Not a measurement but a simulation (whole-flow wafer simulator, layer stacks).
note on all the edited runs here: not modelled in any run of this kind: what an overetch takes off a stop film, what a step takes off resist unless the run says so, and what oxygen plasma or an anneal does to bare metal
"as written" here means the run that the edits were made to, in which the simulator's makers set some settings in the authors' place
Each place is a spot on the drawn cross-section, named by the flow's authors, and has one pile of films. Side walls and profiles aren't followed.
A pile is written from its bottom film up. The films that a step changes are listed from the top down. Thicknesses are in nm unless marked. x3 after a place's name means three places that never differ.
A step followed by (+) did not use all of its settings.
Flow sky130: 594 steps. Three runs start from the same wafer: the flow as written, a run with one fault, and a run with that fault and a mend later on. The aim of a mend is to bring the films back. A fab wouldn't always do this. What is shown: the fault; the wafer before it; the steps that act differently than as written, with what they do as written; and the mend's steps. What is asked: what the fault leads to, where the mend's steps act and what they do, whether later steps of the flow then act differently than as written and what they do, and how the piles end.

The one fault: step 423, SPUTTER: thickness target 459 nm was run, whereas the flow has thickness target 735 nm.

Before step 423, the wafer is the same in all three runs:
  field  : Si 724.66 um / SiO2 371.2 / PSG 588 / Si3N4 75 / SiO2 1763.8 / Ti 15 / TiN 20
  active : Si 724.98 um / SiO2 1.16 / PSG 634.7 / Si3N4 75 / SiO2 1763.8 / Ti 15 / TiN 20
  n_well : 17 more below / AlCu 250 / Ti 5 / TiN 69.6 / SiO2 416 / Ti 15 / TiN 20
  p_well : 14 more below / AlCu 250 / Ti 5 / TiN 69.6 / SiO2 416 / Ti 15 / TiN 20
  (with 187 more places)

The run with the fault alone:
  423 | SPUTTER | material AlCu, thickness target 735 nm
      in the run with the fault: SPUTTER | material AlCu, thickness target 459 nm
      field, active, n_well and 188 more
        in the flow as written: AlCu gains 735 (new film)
        in the run with the fault: AlCu gains 459 (new film)
  Steps later in the flow that act otherwise than as written (not shown: 13 more steps that differ only slightly, by at most 2% or 0.5 nm, whichever is larger):
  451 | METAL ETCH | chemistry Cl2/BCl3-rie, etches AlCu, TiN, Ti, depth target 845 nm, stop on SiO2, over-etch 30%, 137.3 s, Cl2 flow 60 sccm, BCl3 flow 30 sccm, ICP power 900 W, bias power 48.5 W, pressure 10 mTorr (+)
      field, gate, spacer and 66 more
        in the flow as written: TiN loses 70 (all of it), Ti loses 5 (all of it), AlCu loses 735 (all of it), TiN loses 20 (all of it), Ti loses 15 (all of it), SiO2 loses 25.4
        in the run with the fault: TiN loses 70 (all of it), Ti loses 5 (all of it), AlCu loses 459 (all of it), TiN loses 20 (all of it), Ti loses 15 (all of it), SiO2 loses 53
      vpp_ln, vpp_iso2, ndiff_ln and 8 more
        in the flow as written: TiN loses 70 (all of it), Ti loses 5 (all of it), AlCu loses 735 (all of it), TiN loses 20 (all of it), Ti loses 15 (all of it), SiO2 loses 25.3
        in the run with the fault: TiN loses 70 (all of it), Ti loses 5 (all of it), AlCu loses 459 (all of it), TiN loses 20 (all of it), Ti loses 15 (all of it), SiO2 loses 52.9
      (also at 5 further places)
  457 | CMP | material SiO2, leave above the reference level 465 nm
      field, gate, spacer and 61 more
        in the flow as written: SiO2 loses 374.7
        in the run with the fault: SiO2 loses 623.1
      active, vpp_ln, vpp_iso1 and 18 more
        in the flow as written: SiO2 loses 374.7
        in the run with the fault: SiO2 loses 623
  By the end, the piles at field, active, n_well and 190 more depart from the flow's by more than 2% or 0.5 nm, whichever is larger.
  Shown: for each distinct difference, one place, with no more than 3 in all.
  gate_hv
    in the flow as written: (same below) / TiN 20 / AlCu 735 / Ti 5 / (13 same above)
    in the run with the fault: (same below) / TiN 20 / AlCu 459 / Ti 5 / (13 same above)
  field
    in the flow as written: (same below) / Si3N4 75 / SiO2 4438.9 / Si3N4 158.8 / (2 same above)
    in the run with the fault: (same below) / Si3N4 75 / SiO2 4162.9 / Si3N4 158.8 / (2 same above)
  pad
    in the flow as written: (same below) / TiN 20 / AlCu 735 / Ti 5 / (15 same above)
    in the run with the fault: (same below) / TiN 20 / AlCu 459 / Ti 5 / (15 same above)

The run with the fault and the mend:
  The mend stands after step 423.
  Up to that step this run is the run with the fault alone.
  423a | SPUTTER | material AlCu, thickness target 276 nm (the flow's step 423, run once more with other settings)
      field, active, n_well and 188 more
        AlCu gains 276
  Every later step of the flow that is run acts as written at every place that is followed.
  At every place that both follow, the piles at the end match the flow's.
